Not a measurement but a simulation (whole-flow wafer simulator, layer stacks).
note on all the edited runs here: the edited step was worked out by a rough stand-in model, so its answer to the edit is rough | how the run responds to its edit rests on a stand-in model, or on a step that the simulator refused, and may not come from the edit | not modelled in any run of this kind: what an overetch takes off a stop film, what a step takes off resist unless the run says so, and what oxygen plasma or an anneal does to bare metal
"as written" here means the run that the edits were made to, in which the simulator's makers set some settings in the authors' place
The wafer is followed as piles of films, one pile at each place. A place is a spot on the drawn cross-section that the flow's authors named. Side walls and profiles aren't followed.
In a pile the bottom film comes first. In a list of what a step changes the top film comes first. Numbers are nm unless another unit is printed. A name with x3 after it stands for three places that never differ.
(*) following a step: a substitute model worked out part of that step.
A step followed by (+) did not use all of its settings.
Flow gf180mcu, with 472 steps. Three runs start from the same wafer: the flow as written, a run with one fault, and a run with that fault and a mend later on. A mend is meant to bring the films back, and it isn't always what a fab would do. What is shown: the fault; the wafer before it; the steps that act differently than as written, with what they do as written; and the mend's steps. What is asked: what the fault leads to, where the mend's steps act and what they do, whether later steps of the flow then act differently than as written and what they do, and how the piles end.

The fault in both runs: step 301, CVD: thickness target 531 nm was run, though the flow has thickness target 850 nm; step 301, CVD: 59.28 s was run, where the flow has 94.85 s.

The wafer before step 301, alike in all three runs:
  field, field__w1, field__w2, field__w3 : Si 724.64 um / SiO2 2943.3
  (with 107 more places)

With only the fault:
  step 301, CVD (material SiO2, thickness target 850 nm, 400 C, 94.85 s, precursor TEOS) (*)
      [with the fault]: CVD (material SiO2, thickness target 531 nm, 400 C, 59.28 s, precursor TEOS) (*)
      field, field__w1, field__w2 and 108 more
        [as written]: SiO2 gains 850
        [with the fault]: SiO2 gains 538.1
  Steps further on in the flow that do not act as written (7 more steps, not shown, differ only slightly: by at most 2% or 0.5 nm, whichever is larger):
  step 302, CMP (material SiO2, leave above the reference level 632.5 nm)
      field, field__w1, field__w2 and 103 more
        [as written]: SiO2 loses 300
        [with the fault]: nothing
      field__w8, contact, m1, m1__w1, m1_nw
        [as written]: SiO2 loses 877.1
        [with the fault]: SiO2 loses 565.2
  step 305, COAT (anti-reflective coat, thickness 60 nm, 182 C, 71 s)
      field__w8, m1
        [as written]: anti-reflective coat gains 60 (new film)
        [with the fault]: anti-reflective coat gains 53 (new film)
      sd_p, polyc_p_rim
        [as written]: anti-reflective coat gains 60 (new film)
        [with the fault]: anti-reflective coat gains 61.9 (new film)
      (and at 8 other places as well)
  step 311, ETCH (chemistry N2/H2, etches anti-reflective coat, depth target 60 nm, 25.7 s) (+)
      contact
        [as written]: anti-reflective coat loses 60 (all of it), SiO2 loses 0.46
        [with the fault]: anti-reflective coat loses 52.9 (all of it), SiO2 loses 0.64
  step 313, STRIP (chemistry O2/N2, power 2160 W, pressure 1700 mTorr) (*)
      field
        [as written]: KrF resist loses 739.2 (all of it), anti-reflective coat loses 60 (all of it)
        [with the fault]: KrF resist loses 736.7 (all of it), anti-reflective coat loses 64.6 (all of it)
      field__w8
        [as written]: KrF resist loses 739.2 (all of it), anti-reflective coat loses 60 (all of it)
        [with the fault]: KrF resist loses 738.1 (all of it), anti-reflective coat loses 53 (all of it)
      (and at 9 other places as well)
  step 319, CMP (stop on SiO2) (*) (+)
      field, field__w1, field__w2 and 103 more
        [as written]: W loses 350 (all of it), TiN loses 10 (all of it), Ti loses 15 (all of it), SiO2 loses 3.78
        [with the fault]: W loses 350 (all of it), TiN loses 10 (all of it), Ti loses 15 (all of it), SiO2 loses 8.12
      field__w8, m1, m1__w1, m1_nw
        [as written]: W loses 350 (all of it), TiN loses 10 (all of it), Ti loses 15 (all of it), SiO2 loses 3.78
        [with the fault]: W loses 350 (all of it), TiN loses 10 (all of it), Ti loses 15 (all of it), SiO2 loses 20
  At field__w8, contact, m1, m1__w1, m1_nw, the piles at the end differ from the flow's by more than 2% or 0.5 nm, whichever is larger.
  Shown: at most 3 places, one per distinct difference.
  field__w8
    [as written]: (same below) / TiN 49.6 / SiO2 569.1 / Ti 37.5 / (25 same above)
    [with the fault]: (same below) / TiN 49.6 / SiO2 552.9 / Ti 37.5 / (25 same above)
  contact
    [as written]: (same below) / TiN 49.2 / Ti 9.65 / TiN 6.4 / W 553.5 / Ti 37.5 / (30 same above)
    [with the fault]: (same below) / TiN 49.2 / Ti 9.72 / TiN 6.45 / W 537.2 / Ti 37.5 / (30 same above)

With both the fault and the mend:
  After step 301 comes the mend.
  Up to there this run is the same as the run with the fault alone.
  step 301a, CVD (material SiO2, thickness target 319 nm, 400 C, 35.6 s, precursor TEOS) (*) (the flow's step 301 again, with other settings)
      field, field__w1, field__w2 and 108 more
        SiO2 gains 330
  Steps further on in the flow that do not act as written:
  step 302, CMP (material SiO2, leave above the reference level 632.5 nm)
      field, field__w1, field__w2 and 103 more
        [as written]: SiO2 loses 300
        [with the mend]: SiO2 loses 318.1
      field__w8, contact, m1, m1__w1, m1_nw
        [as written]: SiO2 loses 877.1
        [with the mend]: SiO2 loses 895.2
  At every place that both follow, the piles at the end match the flow's.
